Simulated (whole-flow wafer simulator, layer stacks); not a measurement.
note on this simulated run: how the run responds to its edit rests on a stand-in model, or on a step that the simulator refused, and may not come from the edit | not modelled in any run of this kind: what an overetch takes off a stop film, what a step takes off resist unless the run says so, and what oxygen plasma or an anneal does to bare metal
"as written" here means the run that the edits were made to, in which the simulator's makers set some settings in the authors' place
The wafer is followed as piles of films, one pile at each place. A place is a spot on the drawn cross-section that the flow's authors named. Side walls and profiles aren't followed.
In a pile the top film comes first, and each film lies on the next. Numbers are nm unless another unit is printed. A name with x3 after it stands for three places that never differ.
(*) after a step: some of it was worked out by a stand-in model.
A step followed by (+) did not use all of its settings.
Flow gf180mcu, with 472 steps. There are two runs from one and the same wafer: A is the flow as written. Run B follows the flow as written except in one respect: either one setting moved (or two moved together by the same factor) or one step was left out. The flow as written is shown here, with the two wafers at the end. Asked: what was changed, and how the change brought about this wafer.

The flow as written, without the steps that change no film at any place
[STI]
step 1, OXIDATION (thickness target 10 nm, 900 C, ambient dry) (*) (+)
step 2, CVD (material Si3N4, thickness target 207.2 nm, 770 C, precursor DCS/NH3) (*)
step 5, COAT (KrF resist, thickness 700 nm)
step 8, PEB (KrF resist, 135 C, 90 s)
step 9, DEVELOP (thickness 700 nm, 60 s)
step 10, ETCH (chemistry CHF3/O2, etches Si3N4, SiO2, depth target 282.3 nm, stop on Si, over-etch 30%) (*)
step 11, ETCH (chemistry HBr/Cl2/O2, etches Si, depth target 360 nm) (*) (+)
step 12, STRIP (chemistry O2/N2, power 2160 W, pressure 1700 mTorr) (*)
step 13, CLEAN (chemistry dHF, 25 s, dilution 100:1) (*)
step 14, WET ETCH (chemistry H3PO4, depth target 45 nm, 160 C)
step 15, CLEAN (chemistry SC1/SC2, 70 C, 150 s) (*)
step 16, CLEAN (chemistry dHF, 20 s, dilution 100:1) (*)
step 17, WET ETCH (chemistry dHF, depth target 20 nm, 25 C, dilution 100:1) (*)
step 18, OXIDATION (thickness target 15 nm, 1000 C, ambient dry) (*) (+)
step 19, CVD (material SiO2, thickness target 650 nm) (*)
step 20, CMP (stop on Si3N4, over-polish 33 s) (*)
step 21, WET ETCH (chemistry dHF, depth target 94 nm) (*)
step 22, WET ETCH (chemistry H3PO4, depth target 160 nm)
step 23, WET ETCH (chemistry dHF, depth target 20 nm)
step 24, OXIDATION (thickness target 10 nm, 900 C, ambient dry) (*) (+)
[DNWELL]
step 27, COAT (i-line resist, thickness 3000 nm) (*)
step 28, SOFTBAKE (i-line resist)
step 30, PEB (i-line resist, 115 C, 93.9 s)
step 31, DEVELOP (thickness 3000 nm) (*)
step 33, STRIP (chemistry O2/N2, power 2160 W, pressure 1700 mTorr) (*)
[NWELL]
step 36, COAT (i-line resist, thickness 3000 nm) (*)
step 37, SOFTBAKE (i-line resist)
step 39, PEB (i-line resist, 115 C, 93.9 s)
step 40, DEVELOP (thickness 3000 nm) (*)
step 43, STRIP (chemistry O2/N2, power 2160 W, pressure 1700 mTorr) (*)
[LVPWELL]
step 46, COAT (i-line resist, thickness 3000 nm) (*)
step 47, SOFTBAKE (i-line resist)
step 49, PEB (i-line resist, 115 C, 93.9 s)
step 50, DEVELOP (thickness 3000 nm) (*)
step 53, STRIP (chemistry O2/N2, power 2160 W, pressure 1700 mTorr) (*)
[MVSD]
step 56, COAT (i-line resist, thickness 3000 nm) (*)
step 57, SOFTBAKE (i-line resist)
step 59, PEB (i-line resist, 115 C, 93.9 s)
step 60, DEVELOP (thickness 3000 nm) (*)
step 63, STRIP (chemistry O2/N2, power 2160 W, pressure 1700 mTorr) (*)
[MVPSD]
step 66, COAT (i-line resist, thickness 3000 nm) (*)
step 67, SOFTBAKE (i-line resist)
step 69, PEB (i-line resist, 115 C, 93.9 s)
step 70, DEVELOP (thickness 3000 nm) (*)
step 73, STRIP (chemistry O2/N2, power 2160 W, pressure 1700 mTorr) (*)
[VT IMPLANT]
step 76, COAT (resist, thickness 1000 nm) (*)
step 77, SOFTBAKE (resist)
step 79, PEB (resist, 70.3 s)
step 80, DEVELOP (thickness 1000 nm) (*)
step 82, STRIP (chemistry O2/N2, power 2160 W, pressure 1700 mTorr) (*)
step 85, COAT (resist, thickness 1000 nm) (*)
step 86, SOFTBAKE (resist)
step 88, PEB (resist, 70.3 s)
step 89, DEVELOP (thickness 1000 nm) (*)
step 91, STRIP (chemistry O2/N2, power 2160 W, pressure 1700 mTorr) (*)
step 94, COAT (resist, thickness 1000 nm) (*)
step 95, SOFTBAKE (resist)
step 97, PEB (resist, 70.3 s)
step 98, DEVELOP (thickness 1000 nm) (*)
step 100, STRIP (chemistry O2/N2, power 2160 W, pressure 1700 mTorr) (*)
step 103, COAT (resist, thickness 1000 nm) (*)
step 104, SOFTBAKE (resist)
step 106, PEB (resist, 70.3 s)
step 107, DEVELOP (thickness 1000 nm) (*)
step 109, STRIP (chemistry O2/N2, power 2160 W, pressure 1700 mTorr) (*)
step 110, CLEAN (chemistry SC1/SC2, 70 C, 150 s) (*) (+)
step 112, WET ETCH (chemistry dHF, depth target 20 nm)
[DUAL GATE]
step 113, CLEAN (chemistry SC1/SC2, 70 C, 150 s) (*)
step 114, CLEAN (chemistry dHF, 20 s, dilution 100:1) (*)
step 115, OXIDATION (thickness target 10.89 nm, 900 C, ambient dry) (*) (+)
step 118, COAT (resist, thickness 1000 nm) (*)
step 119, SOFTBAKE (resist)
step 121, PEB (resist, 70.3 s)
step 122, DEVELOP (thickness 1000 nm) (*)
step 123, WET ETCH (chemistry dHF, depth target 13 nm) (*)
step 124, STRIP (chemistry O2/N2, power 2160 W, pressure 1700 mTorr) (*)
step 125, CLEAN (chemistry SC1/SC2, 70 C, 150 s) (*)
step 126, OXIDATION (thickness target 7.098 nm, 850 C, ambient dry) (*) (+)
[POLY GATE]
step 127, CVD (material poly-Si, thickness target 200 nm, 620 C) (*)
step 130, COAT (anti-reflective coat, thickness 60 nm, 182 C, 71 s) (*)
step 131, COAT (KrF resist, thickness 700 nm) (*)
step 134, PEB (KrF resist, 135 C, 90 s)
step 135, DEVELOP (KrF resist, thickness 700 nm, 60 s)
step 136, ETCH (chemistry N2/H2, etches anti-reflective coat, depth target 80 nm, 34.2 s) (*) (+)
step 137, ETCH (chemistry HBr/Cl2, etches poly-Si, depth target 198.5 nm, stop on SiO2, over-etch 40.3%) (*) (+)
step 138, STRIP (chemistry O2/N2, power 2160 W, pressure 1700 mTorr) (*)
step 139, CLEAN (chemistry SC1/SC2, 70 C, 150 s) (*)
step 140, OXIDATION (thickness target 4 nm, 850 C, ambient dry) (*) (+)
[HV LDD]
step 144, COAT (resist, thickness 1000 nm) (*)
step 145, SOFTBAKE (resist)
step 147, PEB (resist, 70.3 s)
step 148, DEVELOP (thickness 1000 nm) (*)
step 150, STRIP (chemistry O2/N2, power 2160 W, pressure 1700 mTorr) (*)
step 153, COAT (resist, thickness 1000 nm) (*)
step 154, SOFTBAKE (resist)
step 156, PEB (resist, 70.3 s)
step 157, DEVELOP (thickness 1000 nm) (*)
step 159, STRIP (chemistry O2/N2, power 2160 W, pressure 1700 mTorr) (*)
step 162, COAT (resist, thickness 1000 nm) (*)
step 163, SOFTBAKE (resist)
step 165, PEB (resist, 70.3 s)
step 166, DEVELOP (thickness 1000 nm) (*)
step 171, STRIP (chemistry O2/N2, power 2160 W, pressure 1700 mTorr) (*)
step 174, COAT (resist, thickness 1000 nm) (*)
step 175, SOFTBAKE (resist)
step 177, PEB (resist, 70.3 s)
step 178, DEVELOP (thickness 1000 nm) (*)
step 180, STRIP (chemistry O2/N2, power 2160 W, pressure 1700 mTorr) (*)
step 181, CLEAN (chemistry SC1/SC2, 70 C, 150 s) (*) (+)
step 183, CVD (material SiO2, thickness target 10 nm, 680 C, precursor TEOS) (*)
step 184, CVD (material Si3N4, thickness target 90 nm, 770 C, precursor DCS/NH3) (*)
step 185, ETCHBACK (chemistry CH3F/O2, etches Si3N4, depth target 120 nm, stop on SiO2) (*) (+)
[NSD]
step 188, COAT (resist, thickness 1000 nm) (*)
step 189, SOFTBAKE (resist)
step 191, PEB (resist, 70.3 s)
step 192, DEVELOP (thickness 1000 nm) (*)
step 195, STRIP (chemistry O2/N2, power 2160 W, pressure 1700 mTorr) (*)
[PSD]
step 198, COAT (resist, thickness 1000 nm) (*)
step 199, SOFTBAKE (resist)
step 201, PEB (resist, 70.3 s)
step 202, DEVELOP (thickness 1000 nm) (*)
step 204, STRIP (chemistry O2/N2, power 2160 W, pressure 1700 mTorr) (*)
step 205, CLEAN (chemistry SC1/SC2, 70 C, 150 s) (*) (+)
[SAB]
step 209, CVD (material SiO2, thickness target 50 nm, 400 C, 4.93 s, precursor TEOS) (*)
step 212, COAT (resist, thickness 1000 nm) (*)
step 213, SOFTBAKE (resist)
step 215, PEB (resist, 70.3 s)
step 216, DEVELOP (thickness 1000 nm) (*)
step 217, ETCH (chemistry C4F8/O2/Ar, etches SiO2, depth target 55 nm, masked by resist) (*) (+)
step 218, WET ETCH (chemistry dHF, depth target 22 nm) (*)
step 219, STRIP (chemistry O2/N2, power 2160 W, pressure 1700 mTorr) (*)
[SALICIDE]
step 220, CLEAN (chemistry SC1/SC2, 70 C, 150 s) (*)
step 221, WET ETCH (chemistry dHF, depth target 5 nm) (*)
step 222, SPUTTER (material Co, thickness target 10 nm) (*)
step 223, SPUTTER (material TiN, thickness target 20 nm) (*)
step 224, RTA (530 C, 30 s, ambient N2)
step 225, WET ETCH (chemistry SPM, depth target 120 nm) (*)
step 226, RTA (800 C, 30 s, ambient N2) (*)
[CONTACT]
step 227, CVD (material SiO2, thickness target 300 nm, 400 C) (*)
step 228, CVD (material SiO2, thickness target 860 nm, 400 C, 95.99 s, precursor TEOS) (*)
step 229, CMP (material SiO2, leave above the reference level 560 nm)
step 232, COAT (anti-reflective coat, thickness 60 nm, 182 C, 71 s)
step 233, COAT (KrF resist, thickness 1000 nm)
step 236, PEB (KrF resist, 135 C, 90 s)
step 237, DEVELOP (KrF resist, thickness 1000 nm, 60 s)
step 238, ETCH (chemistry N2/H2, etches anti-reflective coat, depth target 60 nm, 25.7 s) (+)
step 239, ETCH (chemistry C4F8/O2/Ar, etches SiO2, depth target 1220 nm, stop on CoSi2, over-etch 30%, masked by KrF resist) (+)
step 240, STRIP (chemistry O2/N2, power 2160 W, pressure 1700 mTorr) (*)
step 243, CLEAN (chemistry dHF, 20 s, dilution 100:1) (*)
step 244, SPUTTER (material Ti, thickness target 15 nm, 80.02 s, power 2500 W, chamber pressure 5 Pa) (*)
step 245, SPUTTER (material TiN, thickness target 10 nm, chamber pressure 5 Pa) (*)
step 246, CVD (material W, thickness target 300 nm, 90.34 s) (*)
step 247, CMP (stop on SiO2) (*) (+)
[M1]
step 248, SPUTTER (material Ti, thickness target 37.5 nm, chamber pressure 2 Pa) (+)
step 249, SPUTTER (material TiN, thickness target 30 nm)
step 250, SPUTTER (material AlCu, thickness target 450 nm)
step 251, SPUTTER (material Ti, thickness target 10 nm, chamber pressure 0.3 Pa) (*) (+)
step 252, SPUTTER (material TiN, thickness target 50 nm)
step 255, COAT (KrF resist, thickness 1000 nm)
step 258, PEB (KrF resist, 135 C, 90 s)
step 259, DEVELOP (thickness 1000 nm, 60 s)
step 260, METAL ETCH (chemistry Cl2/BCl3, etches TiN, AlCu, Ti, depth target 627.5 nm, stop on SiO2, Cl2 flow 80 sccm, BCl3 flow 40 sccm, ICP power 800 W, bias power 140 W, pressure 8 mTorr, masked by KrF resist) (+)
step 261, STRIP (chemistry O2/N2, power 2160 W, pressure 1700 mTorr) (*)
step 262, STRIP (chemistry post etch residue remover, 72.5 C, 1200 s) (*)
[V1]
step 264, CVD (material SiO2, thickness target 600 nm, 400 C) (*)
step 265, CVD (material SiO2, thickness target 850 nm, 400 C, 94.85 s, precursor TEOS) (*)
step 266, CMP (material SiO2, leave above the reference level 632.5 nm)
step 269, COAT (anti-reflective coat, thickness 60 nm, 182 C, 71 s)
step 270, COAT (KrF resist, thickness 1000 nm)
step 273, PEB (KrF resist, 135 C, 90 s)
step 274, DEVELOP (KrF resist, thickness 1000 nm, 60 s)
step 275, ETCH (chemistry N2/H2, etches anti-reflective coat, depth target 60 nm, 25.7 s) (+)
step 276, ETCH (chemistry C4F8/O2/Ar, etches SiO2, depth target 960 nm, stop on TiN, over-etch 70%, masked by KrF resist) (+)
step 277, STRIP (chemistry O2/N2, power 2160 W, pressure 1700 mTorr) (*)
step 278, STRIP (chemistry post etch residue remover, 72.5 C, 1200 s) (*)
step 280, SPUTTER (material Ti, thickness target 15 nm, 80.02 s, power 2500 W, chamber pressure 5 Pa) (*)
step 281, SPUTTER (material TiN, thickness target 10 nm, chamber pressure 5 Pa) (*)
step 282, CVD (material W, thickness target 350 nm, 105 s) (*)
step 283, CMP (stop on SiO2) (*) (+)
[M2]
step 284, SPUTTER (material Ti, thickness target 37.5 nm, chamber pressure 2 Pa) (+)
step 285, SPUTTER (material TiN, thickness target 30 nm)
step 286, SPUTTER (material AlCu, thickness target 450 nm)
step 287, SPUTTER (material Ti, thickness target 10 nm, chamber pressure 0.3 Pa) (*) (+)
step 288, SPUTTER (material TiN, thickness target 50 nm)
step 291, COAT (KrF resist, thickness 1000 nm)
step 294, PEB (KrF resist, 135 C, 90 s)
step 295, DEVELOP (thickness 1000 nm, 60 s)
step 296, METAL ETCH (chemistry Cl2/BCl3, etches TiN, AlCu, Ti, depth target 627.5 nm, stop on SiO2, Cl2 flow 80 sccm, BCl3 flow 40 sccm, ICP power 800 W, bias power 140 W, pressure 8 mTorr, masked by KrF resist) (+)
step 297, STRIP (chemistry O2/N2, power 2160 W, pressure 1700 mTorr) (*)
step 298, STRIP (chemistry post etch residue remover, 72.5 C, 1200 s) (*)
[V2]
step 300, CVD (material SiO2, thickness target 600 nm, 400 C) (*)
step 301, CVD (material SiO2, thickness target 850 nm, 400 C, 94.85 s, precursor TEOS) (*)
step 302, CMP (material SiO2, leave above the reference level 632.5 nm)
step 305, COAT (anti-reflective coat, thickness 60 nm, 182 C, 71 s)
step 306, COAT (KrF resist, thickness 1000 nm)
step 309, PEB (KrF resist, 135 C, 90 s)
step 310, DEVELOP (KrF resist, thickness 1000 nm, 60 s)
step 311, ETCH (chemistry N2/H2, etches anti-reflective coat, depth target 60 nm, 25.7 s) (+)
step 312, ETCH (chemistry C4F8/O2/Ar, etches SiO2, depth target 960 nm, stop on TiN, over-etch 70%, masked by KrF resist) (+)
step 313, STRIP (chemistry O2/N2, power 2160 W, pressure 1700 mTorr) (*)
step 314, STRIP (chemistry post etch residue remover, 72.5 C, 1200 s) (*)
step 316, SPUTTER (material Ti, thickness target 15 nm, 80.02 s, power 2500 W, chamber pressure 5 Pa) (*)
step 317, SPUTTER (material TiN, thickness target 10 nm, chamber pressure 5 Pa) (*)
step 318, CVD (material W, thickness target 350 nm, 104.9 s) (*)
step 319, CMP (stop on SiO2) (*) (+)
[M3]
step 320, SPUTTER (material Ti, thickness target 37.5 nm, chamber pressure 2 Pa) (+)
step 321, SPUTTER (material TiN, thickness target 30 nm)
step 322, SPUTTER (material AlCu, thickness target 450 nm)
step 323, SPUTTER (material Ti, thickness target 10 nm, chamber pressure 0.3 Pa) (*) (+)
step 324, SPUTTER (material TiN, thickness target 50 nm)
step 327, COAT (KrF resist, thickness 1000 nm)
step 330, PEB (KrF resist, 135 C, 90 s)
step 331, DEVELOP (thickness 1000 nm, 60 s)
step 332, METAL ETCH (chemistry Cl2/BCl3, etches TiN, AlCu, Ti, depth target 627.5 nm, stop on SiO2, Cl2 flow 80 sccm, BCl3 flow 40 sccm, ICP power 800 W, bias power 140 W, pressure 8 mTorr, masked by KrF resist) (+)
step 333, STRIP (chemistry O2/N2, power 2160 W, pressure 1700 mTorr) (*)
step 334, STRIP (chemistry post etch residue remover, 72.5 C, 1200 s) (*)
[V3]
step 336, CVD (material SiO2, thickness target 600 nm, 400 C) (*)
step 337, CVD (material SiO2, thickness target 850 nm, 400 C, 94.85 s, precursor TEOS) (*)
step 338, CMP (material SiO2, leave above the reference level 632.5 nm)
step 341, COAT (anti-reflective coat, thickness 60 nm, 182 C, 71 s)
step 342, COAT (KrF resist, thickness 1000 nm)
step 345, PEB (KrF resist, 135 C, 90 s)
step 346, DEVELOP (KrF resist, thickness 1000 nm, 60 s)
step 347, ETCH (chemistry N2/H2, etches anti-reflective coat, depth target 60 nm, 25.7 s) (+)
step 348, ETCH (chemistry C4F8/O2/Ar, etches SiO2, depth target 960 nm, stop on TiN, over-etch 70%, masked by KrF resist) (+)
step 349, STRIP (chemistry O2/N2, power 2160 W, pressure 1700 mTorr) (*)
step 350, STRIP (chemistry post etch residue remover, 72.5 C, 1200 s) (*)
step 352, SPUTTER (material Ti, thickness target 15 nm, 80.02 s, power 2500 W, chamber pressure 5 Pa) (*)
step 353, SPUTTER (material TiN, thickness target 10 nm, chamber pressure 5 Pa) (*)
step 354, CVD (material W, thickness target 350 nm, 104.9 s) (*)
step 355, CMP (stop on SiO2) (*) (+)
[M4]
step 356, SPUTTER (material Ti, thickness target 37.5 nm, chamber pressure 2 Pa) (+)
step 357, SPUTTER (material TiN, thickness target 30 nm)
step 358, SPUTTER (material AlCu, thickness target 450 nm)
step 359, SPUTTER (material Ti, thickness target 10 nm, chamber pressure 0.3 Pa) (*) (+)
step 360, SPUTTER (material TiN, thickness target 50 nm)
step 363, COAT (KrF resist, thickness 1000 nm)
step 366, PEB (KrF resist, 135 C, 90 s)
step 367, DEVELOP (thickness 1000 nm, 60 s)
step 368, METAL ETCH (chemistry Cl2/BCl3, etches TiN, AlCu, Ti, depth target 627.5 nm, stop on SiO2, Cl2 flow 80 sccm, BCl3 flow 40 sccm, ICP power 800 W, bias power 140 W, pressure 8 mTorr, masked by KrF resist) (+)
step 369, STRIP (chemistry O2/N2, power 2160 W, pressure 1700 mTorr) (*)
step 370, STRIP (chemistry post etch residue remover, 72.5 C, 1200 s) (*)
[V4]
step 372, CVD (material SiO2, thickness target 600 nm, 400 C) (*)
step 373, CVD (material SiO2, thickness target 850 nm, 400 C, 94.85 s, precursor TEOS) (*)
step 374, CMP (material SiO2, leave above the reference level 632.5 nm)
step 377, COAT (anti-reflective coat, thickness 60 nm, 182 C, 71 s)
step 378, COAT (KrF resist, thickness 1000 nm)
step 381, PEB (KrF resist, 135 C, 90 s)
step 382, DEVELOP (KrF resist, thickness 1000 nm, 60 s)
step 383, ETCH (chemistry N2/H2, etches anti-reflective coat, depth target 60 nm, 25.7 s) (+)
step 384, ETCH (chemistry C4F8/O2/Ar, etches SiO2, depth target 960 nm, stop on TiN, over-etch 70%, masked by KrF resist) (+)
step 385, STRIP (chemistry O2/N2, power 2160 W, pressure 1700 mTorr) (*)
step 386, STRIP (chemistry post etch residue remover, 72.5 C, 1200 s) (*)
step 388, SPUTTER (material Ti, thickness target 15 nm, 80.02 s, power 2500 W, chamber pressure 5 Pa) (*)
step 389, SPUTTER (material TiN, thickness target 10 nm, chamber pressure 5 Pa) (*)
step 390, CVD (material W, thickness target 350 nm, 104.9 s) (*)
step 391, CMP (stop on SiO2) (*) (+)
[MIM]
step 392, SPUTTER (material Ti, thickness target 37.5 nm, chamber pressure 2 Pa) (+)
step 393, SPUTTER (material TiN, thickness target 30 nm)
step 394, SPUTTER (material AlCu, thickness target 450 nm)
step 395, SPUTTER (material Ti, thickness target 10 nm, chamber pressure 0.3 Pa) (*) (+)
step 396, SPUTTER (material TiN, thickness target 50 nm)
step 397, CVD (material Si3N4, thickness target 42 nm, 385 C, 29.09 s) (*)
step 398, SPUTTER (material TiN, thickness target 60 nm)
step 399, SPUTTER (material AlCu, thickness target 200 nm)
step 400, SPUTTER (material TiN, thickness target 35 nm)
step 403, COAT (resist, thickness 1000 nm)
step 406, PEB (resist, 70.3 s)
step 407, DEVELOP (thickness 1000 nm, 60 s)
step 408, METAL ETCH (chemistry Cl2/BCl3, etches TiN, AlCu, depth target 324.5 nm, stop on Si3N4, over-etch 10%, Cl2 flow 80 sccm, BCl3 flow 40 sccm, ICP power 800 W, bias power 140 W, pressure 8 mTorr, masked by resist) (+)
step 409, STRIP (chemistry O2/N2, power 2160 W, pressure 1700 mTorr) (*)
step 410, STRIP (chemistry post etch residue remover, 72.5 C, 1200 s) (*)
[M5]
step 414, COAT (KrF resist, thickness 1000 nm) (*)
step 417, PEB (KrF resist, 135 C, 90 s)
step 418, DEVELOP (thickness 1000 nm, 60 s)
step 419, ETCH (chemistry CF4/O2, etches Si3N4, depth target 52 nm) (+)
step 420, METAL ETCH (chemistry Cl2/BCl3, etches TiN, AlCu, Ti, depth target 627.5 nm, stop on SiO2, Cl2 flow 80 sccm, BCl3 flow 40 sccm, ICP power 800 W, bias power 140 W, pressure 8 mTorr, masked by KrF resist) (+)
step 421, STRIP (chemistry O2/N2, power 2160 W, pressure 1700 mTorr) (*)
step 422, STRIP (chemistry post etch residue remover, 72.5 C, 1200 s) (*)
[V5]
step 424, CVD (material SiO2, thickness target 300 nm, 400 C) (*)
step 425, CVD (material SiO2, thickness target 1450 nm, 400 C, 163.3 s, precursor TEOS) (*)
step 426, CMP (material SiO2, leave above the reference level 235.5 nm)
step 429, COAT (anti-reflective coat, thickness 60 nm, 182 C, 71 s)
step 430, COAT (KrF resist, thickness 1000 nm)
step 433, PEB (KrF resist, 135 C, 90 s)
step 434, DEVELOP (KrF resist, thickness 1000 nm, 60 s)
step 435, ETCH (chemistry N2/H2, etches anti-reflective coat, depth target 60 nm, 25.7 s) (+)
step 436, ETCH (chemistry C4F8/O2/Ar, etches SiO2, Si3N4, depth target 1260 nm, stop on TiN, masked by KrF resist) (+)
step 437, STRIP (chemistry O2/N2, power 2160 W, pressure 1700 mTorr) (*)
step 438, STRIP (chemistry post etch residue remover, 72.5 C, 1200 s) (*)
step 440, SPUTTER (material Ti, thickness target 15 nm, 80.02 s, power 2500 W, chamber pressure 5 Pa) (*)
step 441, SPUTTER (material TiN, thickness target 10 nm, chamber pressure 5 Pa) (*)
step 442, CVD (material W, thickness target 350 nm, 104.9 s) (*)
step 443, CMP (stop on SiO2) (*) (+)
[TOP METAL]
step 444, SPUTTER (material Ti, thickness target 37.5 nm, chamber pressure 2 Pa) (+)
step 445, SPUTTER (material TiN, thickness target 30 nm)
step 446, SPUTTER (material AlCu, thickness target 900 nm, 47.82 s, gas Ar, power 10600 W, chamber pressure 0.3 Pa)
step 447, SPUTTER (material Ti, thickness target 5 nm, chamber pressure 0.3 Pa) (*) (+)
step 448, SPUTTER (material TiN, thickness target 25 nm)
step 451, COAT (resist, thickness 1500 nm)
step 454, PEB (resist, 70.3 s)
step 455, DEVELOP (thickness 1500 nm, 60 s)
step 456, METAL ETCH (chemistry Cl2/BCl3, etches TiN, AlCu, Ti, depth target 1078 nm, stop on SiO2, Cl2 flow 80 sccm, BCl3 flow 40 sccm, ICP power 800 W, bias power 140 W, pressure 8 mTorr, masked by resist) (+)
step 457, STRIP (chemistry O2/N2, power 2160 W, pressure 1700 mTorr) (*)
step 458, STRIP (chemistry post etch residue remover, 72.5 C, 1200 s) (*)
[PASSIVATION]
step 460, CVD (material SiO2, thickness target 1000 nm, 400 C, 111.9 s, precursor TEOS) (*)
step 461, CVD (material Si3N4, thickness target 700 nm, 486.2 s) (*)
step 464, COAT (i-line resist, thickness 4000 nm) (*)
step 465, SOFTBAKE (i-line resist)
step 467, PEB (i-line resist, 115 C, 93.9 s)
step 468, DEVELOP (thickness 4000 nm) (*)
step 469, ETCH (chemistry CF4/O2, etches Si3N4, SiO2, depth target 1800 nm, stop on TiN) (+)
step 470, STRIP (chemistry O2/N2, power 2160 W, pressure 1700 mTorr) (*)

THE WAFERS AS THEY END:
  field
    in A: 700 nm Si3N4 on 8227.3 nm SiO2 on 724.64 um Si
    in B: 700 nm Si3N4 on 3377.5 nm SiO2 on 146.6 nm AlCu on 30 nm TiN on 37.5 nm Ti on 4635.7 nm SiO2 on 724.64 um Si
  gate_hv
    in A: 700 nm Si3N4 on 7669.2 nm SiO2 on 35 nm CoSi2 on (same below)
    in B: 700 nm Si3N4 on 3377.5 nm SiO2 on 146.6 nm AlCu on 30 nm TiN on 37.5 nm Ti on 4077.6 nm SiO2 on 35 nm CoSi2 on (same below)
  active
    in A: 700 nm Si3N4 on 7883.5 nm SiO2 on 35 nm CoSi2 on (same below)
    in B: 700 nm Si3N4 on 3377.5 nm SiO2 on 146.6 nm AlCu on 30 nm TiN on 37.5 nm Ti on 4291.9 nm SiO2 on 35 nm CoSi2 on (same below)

Cause: step 368, METAL ETCH: depth target 357.7 nm was run, though the flow has depth target 627.5 nm.

Step by step, how the change led to this:
  step 368, METAL ETCH (chemistry Cl2/BCl3, etches TiN, AlCu, Ti, depth target 627.5 nm, stop on SiO2, Cl2 flow 80 sccm, BCl3 flow 40 sccm, ICP power 800 W, bias power 140 W, pressure 8 mTorr, masked by KrF resist) (+)
      field, field__w1, field__w2 and 103 more: A -50 TiN (all of it), -10 Ti (all of it), -450 AlCu (all of it), -30 TiN (all of it), -37.5 Ti (all of it) | B -50 TiN (all of it), -10 Ti (all of it), -297.7 AlCu
      field__w8, contact, m1, m1__w1, m1_nw: A -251 KrF resist | B -143.1 KrF resist
  step 369, STRIP (chemistry O2/N2, power 2160 W, pressure 1700 mTorr) (*)
      field__w8, contact, m1, m1__w1, m1_nw: A -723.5 KrF resist (all of it) | B -831.4 KrF resist (all of it)
  step 370, STRIP (chemistry post etch residue remover, 72.5 C, 1200 s) (*)
      field, field__w1, field__w2 and 103 more: A nothing | B -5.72 AlCu
  step 372, CVD (material SiO2, thickness target 600 nm, 400 C) (*)
      field, field__w1, field__w2 and 103 more: A +600 SiO2 | B +600 SiO2 (new film)
  step 374, CMP (material SiO2, leave above the reference level 632.5 nm)
      field, field__w1, field__w2 and 103 more: A -300 SiO2 | B -514.1 SiO2
With metal films that touch counted as one body, field has 1 body; the flow as written gives 0 bodies.
With metal films that touch counted as one body, gate_hv has 2 bodies (between them, from the top down: SiO2 4077.6); the flow as written gives 1 body.
With metal films that touch counted as one body, active has 2 bodies (between them, from the top down: SiO2 4291.9); the flow as written gives 1 body.
